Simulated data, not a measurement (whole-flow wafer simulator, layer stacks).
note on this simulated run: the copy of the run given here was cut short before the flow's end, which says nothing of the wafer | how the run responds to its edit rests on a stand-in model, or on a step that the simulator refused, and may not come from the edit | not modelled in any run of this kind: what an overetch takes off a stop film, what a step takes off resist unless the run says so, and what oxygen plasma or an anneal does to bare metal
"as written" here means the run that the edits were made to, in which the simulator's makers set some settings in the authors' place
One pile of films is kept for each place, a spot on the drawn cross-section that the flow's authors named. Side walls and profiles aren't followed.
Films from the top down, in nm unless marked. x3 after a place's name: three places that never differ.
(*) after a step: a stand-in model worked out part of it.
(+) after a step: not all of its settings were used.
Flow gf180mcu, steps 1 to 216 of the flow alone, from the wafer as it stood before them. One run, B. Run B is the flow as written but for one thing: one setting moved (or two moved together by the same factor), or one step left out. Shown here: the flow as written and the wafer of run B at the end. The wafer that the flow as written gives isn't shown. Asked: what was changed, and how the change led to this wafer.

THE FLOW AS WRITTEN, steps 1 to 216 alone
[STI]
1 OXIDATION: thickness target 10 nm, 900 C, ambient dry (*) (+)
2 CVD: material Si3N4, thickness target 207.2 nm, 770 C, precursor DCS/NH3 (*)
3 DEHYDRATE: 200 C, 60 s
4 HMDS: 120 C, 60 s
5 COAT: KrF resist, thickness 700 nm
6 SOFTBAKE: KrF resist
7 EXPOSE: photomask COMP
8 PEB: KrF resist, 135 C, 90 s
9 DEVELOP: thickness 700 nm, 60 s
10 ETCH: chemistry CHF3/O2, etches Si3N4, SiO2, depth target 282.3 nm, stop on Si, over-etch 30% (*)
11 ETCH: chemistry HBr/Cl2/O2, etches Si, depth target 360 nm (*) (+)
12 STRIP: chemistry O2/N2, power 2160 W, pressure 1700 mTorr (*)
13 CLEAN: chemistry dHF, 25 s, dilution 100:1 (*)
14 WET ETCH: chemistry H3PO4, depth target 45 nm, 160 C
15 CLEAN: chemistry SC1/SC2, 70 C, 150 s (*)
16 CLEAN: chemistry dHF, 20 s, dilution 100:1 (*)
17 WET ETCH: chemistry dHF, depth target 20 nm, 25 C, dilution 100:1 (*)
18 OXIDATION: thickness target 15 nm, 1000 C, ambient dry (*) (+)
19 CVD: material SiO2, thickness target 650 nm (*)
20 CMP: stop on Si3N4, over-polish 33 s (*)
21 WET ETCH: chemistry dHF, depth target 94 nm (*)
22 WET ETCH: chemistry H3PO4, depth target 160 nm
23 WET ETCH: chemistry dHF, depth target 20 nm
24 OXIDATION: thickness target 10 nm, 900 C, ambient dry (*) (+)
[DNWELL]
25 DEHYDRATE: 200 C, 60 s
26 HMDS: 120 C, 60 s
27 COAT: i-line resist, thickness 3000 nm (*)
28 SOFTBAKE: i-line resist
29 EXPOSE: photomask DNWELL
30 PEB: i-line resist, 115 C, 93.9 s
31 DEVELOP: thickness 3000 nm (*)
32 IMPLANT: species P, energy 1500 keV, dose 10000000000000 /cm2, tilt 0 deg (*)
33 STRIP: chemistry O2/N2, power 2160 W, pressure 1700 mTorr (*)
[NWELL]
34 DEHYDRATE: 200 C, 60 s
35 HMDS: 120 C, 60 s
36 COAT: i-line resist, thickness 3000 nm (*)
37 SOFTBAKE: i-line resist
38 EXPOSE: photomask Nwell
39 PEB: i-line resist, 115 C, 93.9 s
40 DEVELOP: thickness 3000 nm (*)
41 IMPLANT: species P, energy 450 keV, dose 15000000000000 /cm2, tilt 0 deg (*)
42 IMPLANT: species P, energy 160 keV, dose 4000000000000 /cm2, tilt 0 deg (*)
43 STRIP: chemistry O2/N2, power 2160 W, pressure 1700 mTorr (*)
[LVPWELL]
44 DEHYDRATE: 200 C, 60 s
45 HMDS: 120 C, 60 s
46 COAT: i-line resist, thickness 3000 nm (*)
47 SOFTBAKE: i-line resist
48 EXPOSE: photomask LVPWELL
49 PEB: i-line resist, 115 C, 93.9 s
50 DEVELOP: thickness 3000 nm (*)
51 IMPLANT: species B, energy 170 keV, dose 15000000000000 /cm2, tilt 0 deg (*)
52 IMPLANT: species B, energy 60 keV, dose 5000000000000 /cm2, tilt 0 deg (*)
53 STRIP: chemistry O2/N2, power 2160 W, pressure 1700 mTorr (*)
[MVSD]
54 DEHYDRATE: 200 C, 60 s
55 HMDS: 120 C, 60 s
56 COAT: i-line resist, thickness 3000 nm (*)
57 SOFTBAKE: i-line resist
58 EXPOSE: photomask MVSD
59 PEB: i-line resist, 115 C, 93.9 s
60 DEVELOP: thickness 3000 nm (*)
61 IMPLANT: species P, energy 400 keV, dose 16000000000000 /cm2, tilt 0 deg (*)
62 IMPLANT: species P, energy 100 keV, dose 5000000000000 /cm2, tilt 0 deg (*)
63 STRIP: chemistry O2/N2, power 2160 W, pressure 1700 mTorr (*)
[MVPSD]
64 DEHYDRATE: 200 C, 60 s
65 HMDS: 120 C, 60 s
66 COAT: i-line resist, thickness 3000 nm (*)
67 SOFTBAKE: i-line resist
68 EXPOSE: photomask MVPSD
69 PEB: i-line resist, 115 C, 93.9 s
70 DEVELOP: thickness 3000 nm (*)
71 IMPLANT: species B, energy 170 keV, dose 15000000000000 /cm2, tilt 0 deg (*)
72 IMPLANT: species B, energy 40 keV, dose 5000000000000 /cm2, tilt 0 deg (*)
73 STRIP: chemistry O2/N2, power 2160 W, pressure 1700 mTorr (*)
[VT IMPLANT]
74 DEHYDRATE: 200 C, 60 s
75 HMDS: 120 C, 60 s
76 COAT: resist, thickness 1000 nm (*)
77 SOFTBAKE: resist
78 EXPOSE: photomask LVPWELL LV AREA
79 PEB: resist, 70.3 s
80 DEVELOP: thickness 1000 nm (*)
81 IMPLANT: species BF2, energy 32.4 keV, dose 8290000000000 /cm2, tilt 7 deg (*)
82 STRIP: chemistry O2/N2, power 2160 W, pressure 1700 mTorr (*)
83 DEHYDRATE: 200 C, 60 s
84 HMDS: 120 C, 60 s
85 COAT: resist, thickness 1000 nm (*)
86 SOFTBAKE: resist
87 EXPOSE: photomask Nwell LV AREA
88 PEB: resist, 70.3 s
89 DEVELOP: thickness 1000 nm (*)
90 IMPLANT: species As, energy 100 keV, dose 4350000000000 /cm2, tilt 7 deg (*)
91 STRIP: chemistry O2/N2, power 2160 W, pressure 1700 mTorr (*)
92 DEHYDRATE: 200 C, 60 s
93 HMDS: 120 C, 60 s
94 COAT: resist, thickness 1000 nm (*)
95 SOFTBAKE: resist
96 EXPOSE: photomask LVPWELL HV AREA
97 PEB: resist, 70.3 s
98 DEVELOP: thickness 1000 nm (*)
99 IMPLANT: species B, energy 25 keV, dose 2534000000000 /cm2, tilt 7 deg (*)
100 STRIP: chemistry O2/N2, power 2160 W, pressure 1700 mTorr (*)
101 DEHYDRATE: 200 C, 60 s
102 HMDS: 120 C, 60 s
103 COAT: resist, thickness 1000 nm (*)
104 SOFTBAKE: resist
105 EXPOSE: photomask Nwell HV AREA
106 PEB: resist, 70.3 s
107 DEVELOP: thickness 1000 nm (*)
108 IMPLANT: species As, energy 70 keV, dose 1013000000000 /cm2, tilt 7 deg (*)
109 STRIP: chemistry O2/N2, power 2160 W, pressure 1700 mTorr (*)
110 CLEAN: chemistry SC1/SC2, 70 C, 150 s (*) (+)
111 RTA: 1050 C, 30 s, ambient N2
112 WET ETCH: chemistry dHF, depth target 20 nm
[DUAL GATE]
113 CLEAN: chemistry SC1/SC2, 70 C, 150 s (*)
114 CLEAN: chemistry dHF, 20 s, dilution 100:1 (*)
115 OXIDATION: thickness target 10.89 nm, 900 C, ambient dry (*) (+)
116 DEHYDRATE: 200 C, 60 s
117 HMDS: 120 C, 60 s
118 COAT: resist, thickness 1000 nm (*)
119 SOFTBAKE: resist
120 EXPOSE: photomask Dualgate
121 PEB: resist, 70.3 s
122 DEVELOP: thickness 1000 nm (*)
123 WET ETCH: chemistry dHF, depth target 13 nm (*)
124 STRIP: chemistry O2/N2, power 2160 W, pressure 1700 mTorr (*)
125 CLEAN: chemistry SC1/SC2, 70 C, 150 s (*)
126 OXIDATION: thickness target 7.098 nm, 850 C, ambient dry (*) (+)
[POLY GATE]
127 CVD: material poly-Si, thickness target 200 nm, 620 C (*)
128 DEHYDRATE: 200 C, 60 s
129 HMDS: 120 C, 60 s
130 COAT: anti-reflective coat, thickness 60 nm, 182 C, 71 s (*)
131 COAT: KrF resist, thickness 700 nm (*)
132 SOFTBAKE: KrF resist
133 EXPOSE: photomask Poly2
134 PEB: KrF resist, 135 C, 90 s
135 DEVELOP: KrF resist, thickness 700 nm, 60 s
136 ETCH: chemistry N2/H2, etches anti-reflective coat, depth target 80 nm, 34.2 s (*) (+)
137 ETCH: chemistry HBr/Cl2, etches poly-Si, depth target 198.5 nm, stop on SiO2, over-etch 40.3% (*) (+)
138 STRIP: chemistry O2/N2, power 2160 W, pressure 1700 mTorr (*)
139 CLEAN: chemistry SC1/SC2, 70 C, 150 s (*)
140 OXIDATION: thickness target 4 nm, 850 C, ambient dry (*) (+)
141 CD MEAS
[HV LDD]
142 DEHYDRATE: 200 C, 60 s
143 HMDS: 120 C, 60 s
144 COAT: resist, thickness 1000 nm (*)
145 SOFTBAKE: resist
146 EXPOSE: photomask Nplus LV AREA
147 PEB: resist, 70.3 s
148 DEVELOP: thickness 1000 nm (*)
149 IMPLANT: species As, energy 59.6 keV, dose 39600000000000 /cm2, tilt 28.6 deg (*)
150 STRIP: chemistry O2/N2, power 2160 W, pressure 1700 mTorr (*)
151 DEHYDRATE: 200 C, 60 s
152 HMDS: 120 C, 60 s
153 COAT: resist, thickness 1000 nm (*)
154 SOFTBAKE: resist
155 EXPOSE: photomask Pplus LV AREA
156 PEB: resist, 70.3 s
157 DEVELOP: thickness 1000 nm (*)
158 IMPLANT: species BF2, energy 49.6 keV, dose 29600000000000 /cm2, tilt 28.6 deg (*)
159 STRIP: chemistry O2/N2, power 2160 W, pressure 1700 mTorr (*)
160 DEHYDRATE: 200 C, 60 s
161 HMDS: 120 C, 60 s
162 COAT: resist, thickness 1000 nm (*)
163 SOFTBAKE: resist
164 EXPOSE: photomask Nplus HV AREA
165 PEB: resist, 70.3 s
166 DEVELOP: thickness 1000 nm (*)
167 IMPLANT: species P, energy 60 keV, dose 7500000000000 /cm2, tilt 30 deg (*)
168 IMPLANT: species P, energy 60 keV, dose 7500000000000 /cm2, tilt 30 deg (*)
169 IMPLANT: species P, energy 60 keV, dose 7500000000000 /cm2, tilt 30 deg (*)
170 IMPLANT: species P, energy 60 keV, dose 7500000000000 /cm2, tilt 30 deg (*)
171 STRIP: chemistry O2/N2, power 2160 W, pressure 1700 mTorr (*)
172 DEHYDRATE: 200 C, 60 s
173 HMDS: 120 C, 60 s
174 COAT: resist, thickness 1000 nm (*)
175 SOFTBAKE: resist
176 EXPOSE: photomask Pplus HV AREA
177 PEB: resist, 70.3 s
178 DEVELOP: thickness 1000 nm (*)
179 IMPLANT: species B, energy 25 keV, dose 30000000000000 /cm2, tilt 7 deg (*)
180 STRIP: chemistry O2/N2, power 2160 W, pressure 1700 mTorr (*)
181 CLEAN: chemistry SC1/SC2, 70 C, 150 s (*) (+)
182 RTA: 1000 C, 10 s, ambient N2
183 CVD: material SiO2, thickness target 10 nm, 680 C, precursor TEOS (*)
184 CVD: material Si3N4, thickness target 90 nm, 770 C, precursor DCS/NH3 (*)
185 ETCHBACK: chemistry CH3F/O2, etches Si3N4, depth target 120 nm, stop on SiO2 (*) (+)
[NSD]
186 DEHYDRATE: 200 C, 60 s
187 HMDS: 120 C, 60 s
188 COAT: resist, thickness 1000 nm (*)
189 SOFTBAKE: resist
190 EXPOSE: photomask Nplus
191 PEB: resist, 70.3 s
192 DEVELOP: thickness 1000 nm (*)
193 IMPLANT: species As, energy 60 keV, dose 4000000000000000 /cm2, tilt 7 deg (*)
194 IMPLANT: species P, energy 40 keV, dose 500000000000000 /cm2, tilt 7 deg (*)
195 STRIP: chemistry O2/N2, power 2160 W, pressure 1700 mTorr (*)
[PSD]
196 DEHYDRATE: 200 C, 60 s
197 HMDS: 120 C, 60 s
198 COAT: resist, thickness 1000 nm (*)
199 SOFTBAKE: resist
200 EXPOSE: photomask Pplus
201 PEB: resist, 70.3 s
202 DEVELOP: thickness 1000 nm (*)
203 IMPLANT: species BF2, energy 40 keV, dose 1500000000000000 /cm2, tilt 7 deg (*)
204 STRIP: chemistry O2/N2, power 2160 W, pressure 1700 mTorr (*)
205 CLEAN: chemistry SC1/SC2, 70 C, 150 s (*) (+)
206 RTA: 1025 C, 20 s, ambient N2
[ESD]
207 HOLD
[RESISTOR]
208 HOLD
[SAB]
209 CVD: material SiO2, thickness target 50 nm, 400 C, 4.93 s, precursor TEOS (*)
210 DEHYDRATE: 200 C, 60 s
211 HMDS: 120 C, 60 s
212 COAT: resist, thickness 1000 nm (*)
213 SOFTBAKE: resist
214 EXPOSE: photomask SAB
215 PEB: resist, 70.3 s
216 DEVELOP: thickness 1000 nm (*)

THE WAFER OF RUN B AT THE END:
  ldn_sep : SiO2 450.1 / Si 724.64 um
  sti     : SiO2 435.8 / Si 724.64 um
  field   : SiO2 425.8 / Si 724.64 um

The cause: step 23, WET ETCH: depth target 10.5 nm was run, where the flow has depth target 20 nm.

How the change led to this, step by step:
  23 WET ETCH: chemistry dHF, depth target 20 nm
      field, field_sub, sti and 25 more: SiO2 -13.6 (as written it would be: SiO2 -26)
      m1, mim, ld_drift_n and 6 more: SiO2 -13.7 (as written it would be: SiO2 -26)
  28 SOFTBAKE: i-line resist
      field: i-line resist +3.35 (as written it would be: i-line resist +2.45)
      field_sub: i-line resist +2.55 (as written it would be: i-line resist +1.87)
      (and at 39 more places)
  37 SOFTBAKE: i-line resist
      field: i-line resist +3.35 (as written it would be: i-line resist +2.45)
      field_sub: i-line resist +2.55 (as written it would be: i-line resist +1.87)
      (and at 39 more places)
  47 SOFTBAKE: i-line resist
      field: i-line resist +3.35 (as written it would be: i-line resist +2.45)
      field_sub: i-line resist +2.55 (as written it would be: i-line resist +1.87)
      (and at 39 more places)
  57 SOFTBAKE: i-line resist
      field: i-line resist +3.35 (as written it would be: i-line resist +2.45)
      field_sub: i-line resist +2.55 (as written it would be: i-line resist +1.87)
      (and at 39 more places)
  67 SOFTBAKE: i-line resist
      field: i-line resist +3.35 (as written it would be: i-line resist +2.45)
      field_sub: i-line resist +2.55 (as written it would be: i-line resist +1.87)
      (and at 39 more places)
  77 SOFTBAKE: resist
      field_sub__w2: resist -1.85 (as written it would be: resist -1.34)
      gate_p_hv: resist +2.4 (as written it would be: resist +1.75)
      (and at 2 more places)
  86 SOFTBAKE: resist
      field_sub__w2: resist -1.85 (as written it would be: resist -1.34)
      gate_p_hv: resist +2.4 (as written it would be: resist +1.75)
      (and at 2 more places)
  95 SOFTBAKE: resist
      field_sub__w2: resist -1.85 (as written it would be: resist -1.34)
      gate_p_hv: resist +2.4 (as written it would be: resist +1.75)
      (and at 2 more places)
  104 SOFTBAKE: resist
      field_sub__w2: resist -1.85 (as written it would be: resist -1.34)
      gate_p_hv: resist +2.4 (as written it would be: resist +1.75)
      (and at 2 more places)
  119 SOFTBAKE: resist
      field_sub: resist -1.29 (as written it would be: resist -0.73)
      field_sub__w2: resist -1.12 (as written it would be: resist -0.62)
      (and at 3 more places)
  130 COAT: anti-reflective coat, thickness 60 nm, 182 C, 71 s (*)
      p_well, spacer, sd_n: anti-reflective coat +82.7 (new film) (as written it would be: anti-reflective coat +70.9 (new film))
      ldn_fp, ldp_fp: anti-reflective coat +42.5 (new film) (as written it would be: anti-reflective coat +48.5 (new film))
      (and at 69 more places)
  136 ETCH: chemistry N2/H2, etches anti-reflective coat, depth target 80 nm, 34.2 s (*) (+)
      p_well, spacer, sd_n: anti-reflective coat -82.7 (all of it), poly-Si -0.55 (as written it would be: anti-reflective coat -70.9 (all of it), poly-Si -0.85)
      field: anti-reflective coat -57.5 (all of it), poly-Si -1.19 (as written it would be: anti-reflective coat -61.5 (all of it), poly-Si -1.09)
      (and at 49 more places)
  138 STRIP: chemistry O2/N2, power 2160 W, pressure 1700 mTorr (*)
      gate: chemical SiO2 +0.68 (new film), KrF resist -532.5 (all of it), anti-reflective coat -70.8 (all of it), poly-Si -0.3 (as written it would be: chemical SiO2 +0.68 (new film), KrF resist -531.7 (all of it), anti-reflective coat -65.5 (all of it), poly-Si -0.3)
      gate_hv: chemical SiO2 +0.68 (new film), KrF resist -531 (all of it), anti-reflective coat -63 (all of it), poly-Si -0.3 (as written it would be: chemical SiO2 +0.68 (new film), KrF resist -528.4 (all of it), anti-reflective coat -61 (all of it), poly-Si -0.3)
      (and at 19 more places)
  145 SOFTBAKE: resist
      field_sub: resist +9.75 (as written it would be: resist +10.3)
      gate_p_hv: resist -7.28 (as written it would be: resist -7.98)
      (and at 5 more places)
  154 SOFTBAKE: resist
      field_sub: resist +9.75 (as written it would be: resist +10.3)
      gate_p_hv: resist -7.28 (as written it would be: resist -7.98)
      (and at 5 more places)
  ... 5 more steps ...
  213 SOFTBAKE: resist
      field_sub: resist +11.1 (as written it would be: resist +11.7)
      gate_p_hv: resist -8.68 (as written it would be: resist -9.34)
      (and at 5 more places)
